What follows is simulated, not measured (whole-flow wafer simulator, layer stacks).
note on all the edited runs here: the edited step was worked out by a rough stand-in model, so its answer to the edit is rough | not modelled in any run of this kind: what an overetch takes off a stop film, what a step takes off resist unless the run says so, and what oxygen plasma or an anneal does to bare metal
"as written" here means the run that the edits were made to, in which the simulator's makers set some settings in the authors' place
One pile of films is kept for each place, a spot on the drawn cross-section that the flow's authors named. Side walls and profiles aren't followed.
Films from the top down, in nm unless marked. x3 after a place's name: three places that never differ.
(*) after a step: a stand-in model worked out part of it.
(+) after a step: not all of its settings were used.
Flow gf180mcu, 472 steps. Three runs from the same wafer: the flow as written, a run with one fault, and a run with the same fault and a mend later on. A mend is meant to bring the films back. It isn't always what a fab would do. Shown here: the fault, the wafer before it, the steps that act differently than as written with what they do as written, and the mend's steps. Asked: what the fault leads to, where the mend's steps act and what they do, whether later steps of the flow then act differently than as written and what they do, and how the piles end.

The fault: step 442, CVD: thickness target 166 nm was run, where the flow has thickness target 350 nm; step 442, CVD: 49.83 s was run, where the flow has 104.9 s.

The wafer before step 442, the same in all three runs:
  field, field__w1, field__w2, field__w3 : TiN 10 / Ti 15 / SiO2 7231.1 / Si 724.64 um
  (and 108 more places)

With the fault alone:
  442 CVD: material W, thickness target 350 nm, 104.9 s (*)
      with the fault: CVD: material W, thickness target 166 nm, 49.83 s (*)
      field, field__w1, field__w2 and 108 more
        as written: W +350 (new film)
        with the fault: W +167.8 (new film)
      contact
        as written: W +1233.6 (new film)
        with the fault: W +1051.4 (new film)
  Later steps of the flow that act differently than as written:
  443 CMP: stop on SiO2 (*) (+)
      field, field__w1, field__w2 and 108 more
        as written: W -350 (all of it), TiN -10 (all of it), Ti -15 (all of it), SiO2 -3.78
        with the fault: W -167.8 (all of it), TiN -10 (all of it), Ti -15 (all of it), SiO2 -1.95
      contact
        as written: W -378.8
        with the fault: W -194.8
  At the end the piles differ from the flow's only slightly at the places that both follow, by at most 2% or 0.5 nm, whichever is larger.

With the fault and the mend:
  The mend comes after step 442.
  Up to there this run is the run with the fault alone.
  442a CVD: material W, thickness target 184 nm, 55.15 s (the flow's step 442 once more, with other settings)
      field, field__w1, field__w2 and 109 more
        W +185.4
  No later step of the flow acts differently than as written, at any place that is followed, by more than 2% or 0.5 nm, whichever is larger.
  At the end the piles differ from the flow's only slightly at the places that both follow, by at most 2% or 0.5 nm, whichever is larger.
